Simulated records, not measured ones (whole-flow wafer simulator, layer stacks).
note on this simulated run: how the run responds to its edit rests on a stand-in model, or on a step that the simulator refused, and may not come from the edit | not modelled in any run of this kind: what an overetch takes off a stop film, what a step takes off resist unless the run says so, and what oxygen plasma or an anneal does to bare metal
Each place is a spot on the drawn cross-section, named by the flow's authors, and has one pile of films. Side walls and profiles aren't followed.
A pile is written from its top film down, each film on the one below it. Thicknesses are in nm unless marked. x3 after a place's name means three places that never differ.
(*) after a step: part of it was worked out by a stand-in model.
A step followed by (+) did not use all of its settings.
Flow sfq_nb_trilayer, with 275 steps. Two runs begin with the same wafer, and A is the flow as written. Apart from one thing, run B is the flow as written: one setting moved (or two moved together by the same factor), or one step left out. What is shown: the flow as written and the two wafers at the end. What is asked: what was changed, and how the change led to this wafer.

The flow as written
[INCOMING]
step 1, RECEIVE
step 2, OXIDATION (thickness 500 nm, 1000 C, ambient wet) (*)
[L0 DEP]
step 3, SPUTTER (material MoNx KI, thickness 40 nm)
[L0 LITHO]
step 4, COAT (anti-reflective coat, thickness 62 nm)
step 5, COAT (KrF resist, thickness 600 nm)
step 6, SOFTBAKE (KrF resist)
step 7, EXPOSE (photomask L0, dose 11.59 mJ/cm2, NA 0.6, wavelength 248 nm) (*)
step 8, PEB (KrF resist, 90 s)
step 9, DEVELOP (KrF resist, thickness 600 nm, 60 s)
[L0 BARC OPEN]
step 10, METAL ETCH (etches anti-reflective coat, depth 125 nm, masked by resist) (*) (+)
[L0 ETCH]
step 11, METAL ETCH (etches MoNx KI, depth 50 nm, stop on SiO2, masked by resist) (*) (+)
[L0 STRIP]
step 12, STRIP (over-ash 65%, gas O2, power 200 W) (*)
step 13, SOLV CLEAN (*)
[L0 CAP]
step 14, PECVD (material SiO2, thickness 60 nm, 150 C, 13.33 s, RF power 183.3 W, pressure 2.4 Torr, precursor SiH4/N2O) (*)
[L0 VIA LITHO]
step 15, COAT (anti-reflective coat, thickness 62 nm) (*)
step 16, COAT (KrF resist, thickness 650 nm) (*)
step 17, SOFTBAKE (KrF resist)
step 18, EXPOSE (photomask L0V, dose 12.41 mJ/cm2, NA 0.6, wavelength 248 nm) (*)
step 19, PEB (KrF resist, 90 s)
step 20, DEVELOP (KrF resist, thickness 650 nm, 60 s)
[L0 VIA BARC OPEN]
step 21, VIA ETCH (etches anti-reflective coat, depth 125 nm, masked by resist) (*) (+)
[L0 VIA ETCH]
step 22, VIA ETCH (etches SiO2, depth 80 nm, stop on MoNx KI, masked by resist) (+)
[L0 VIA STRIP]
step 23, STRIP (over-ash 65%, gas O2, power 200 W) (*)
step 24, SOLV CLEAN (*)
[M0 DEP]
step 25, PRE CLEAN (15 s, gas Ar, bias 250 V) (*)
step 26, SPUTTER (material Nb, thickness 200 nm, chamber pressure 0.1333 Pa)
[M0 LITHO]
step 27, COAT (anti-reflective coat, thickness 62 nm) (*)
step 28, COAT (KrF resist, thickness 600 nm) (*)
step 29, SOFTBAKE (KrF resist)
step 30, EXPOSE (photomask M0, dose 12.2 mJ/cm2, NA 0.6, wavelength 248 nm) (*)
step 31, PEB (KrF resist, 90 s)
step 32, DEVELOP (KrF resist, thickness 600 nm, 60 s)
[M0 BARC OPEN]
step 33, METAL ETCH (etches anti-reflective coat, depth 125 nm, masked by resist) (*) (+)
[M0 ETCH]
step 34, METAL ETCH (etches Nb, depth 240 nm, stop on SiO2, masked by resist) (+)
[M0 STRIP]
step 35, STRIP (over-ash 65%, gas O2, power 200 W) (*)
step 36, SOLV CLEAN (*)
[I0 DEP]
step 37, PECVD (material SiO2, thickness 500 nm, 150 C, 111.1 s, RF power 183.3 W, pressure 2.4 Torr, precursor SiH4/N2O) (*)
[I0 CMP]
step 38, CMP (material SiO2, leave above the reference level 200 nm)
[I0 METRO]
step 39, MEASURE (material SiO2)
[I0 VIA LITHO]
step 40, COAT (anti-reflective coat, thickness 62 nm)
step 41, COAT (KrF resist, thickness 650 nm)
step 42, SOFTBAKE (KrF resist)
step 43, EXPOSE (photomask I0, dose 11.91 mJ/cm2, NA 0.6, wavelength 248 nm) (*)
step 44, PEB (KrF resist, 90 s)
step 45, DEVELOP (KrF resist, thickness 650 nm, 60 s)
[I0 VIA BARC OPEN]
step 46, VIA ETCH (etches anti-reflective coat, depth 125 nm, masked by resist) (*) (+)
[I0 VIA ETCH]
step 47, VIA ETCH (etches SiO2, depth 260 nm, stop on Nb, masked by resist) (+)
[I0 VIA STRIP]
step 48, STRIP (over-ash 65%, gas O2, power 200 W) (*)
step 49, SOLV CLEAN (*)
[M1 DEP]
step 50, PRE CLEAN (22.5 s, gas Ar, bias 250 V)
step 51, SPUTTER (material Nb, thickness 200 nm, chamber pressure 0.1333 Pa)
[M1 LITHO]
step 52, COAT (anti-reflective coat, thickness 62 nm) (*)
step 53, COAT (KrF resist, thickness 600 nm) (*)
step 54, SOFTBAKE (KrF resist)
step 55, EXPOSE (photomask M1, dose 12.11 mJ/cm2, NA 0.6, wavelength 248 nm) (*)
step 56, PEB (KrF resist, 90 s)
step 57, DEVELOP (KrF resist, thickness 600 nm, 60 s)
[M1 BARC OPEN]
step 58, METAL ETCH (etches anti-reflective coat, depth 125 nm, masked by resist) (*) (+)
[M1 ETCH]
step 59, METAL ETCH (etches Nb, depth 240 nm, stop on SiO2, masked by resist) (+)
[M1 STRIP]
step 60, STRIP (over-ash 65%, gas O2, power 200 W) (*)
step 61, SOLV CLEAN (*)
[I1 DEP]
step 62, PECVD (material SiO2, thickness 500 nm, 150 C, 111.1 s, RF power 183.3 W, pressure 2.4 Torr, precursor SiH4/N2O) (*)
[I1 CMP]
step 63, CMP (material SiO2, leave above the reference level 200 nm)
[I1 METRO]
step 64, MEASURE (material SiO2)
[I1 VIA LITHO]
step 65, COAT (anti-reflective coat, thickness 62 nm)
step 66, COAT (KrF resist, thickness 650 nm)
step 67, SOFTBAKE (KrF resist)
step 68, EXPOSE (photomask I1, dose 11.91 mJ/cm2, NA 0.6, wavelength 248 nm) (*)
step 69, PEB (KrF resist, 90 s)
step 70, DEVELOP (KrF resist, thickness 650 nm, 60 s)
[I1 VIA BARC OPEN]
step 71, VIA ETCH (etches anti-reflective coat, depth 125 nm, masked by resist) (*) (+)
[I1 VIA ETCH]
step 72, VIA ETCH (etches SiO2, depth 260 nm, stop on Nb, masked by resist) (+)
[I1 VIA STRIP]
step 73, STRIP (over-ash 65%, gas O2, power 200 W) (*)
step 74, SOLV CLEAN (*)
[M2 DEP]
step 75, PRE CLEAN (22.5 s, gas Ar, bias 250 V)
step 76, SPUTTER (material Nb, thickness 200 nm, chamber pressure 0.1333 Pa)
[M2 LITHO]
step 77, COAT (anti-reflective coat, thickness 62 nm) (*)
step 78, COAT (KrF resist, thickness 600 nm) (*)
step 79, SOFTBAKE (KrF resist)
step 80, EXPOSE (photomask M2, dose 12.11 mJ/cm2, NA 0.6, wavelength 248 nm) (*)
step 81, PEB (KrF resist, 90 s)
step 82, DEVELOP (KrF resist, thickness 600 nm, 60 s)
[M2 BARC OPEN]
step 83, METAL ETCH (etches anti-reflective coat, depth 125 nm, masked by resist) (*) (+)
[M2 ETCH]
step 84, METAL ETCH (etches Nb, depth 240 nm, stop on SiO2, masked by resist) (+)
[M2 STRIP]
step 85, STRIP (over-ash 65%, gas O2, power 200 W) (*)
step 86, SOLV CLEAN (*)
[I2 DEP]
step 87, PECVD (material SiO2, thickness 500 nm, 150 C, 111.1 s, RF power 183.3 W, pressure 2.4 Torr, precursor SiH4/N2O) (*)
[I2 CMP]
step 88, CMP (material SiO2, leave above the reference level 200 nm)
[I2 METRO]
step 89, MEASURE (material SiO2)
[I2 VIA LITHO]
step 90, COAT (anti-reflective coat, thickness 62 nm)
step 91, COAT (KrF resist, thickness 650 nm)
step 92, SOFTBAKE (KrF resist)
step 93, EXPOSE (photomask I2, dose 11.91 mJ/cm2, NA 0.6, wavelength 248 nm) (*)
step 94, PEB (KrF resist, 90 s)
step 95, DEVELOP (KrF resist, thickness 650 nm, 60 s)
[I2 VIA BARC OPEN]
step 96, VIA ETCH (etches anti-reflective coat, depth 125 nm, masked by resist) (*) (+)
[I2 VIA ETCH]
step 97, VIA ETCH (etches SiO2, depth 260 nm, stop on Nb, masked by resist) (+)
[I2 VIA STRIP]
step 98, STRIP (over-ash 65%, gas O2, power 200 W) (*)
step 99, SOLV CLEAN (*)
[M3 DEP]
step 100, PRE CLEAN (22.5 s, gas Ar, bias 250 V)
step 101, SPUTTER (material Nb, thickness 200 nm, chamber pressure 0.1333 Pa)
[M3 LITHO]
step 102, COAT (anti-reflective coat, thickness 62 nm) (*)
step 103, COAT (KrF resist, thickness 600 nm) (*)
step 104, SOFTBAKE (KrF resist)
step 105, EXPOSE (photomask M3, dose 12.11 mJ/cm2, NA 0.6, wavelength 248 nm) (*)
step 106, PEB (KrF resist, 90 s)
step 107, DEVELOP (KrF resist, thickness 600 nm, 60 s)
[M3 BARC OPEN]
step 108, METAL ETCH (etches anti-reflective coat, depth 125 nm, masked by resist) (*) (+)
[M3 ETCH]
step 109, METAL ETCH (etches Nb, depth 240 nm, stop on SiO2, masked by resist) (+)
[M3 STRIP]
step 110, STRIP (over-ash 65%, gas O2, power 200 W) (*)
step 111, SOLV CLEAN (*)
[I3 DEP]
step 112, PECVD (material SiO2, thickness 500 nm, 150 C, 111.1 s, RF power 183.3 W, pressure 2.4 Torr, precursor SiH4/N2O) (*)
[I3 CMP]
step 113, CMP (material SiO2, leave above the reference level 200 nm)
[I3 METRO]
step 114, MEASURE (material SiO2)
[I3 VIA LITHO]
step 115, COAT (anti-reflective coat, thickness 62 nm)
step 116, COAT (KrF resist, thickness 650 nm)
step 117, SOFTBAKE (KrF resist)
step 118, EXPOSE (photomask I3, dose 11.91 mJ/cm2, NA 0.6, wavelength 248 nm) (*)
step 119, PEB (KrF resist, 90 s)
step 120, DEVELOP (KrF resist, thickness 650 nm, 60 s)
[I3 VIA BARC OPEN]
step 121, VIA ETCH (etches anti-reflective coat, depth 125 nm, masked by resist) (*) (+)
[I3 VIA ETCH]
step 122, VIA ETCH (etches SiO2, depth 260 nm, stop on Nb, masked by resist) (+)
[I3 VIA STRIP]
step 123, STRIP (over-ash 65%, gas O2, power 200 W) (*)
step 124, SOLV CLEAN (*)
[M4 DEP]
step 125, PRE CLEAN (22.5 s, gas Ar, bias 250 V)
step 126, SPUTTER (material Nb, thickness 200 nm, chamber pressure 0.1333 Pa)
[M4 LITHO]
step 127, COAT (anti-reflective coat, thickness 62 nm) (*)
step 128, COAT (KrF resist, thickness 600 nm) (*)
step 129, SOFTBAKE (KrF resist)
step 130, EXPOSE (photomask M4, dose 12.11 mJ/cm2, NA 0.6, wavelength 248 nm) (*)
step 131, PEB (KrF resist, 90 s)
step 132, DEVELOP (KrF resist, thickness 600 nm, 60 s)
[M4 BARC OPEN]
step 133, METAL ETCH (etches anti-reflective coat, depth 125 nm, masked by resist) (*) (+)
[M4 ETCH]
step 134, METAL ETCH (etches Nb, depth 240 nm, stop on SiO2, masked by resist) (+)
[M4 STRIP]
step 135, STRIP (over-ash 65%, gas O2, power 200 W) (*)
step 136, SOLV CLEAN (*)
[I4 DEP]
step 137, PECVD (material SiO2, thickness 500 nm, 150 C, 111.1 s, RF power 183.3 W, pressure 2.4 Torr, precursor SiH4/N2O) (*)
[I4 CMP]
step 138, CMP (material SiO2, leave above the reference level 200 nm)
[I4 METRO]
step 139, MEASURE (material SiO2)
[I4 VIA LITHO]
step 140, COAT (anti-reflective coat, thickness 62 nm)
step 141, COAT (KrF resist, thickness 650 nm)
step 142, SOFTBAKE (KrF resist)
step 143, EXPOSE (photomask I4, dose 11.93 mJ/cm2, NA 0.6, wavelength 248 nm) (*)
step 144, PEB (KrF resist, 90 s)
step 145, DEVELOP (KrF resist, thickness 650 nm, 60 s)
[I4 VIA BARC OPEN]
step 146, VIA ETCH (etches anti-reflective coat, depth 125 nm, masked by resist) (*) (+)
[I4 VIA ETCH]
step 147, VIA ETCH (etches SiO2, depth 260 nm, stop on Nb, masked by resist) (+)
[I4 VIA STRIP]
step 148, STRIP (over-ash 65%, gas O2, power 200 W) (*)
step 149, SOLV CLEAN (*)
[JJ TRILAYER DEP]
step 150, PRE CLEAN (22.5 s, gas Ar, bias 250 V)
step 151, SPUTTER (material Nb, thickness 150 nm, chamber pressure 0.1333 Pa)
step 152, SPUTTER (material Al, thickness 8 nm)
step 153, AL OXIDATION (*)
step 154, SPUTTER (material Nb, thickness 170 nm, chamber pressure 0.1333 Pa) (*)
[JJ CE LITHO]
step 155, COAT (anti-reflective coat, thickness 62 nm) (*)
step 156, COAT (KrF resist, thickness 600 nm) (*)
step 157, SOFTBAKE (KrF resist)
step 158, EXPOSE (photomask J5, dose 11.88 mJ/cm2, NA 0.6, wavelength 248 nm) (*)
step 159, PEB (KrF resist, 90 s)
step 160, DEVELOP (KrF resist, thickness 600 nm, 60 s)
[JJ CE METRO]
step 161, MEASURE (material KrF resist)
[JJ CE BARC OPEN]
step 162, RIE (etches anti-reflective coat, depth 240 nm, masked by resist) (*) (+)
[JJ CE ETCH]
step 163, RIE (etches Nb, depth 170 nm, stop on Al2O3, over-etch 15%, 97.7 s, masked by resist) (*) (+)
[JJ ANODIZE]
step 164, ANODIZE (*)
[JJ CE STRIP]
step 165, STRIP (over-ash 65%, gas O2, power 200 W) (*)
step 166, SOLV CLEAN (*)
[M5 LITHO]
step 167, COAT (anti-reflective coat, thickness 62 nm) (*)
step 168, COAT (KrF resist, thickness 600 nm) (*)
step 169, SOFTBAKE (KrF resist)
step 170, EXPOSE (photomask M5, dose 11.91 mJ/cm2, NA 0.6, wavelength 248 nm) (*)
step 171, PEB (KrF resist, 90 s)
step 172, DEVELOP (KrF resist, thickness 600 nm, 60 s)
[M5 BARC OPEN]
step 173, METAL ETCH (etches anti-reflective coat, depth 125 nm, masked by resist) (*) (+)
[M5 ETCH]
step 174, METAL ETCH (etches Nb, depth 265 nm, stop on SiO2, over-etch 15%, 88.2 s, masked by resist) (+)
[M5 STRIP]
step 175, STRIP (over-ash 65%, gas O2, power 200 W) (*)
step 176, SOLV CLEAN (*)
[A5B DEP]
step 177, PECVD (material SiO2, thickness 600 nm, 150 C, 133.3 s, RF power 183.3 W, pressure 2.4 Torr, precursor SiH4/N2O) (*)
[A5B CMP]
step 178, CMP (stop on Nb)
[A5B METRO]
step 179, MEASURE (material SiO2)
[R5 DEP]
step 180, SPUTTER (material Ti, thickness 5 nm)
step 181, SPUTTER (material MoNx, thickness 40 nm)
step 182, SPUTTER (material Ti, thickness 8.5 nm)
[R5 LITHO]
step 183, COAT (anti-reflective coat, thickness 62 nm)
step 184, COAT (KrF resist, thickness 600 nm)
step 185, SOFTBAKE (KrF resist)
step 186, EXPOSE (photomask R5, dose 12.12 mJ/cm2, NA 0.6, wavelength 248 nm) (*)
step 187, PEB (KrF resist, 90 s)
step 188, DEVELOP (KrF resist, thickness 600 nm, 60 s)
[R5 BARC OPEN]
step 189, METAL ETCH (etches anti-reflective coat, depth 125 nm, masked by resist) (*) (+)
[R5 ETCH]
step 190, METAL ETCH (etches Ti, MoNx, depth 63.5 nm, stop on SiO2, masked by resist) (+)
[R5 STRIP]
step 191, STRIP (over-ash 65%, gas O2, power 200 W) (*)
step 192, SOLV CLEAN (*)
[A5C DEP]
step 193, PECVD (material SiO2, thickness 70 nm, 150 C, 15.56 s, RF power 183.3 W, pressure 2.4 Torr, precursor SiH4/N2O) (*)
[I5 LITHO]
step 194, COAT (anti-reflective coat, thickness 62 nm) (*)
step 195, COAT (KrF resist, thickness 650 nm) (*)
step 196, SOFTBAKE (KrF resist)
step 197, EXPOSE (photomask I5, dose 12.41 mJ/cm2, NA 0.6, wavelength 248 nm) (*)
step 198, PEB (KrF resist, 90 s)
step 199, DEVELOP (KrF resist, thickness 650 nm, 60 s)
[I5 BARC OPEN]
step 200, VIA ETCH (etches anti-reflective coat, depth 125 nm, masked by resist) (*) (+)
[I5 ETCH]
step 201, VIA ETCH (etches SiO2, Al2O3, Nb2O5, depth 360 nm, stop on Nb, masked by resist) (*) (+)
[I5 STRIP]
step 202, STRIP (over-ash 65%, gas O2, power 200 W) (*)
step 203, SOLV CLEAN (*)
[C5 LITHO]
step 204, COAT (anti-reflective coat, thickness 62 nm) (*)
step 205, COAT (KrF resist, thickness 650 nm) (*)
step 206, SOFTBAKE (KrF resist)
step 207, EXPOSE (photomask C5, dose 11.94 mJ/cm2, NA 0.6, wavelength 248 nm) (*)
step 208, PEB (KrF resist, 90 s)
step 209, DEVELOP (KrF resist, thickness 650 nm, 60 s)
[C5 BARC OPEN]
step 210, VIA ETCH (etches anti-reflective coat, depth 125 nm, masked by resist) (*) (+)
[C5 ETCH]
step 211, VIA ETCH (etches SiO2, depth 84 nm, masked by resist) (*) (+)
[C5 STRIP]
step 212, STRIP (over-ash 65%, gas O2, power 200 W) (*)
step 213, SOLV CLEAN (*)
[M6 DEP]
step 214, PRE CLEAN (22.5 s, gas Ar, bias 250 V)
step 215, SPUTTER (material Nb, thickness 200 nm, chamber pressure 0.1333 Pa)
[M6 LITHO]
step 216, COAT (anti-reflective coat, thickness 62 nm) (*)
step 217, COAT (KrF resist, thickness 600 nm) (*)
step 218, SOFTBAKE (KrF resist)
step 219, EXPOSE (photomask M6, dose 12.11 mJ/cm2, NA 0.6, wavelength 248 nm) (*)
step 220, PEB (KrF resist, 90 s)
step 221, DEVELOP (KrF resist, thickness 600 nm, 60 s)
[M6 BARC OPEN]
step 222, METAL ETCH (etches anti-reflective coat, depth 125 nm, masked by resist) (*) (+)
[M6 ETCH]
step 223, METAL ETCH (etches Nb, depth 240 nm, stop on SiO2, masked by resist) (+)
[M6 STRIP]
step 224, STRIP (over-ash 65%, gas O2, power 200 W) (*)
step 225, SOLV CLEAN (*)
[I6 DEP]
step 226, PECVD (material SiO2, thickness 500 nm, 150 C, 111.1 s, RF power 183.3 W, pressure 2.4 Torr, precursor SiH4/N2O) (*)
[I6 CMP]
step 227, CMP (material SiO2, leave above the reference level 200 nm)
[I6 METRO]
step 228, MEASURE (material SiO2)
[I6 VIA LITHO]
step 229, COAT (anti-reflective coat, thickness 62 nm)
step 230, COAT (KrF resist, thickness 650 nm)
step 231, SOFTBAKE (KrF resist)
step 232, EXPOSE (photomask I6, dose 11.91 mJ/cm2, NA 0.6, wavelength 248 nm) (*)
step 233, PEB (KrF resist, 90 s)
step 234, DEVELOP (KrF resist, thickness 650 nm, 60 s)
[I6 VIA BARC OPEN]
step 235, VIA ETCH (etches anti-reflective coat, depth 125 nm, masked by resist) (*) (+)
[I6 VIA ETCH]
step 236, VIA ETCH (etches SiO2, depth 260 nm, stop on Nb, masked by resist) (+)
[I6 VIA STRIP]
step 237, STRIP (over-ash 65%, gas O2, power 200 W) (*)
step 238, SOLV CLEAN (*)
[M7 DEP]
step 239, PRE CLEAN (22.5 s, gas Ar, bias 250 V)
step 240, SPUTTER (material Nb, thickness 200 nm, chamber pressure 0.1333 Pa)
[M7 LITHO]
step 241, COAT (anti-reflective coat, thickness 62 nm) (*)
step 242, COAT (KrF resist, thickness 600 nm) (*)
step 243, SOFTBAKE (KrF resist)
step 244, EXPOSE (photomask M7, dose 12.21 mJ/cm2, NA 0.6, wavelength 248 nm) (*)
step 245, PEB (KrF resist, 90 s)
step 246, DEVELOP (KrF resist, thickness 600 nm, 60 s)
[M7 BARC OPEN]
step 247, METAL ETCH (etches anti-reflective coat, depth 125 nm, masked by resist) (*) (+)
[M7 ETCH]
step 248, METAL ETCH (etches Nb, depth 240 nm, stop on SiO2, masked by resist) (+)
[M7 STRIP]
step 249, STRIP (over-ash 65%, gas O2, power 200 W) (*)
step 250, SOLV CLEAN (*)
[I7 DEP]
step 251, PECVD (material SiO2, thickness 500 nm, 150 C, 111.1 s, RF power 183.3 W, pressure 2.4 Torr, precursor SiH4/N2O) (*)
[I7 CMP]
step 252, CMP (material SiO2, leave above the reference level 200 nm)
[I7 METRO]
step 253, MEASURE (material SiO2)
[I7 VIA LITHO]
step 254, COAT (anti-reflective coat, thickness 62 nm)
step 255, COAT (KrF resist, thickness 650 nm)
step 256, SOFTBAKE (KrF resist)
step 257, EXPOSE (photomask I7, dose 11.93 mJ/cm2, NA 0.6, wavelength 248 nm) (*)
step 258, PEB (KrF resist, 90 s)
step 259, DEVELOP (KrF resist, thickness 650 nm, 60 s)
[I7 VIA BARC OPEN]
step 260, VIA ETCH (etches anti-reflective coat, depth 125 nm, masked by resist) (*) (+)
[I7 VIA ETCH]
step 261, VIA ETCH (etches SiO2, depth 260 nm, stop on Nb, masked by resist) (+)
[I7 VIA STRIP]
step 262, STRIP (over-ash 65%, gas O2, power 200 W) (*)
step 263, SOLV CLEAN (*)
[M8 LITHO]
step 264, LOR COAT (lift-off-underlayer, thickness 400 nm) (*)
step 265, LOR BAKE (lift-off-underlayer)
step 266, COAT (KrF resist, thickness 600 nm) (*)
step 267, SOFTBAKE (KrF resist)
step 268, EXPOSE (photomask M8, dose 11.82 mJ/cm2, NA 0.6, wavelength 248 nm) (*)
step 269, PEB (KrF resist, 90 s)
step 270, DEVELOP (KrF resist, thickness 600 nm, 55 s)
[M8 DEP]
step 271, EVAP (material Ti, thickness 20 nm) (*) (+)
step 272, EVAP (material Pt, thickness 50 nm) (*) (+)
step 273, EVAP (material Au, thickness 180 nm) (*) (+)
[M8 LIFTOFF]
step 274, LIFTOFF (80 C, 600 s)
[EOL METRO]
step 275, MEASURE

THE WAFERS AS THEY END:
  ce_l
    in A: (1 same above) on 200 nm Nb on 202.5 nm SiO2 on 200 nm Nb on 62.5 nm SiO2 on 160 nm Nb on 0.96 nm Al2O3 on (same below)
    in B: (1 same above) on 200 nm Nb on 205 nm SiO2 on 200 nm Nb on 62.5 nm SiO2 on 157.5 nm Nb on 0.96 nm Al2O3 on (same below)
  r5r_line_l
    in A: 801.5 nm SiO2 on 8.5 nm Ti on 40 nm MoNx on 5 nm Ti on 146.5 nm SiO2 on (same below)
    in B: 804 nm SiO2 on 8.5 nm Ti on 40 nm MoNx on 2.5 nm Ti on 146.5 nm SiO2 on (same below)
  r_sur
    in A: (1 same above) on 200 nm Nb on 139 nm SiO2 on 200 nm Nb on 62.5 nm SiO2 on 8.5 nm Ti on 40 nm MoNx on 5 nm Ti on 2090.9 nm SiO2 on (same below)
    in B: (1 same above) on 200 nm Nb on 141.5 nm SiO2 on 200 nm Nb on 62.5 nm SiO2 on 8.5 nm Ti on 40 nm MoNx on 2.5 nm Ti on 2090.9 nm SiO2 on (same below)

Cause: step 180, SPUTTER: thickness 2.5 nm was run, though the flow has thickness 5 nm.
The wafer itself shows it: r5r_line_l has Ti 2.5, and step 180 as written asks for 5 nm.

Step by step, how the change led to this:
  step 180, SPUTTER (material Ti, thickness 5 nm)
      field_l, v_sur, via_wl and 103 more: A +5 Ti (new film) | B +2.5 Ti (new film)
  step 190, METAL ETCH (etches Ti, MoNx, depth 63.5 nm, stop on SiO2, masked by resist) (+)
      field_l, v_sur, via_wl and 92 more: A -8.5 Ti (all of it), -40 MoNx (all of it), -5 Ti (all of it) | B -8.5 Ti (all of it), -40 MoNx (all of it), -2.5 Ti (all of it)
      ce_l, c5j, ce_r, wl_jj: A -8.5 Ti (all of it), -40 MoNx (all of it), -5 Ti (all of it), -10 Nb | B -8.5 Ti (all of it), -40 MoNx (all of it), -2.5 Ti (all of it), -12.5 Nb
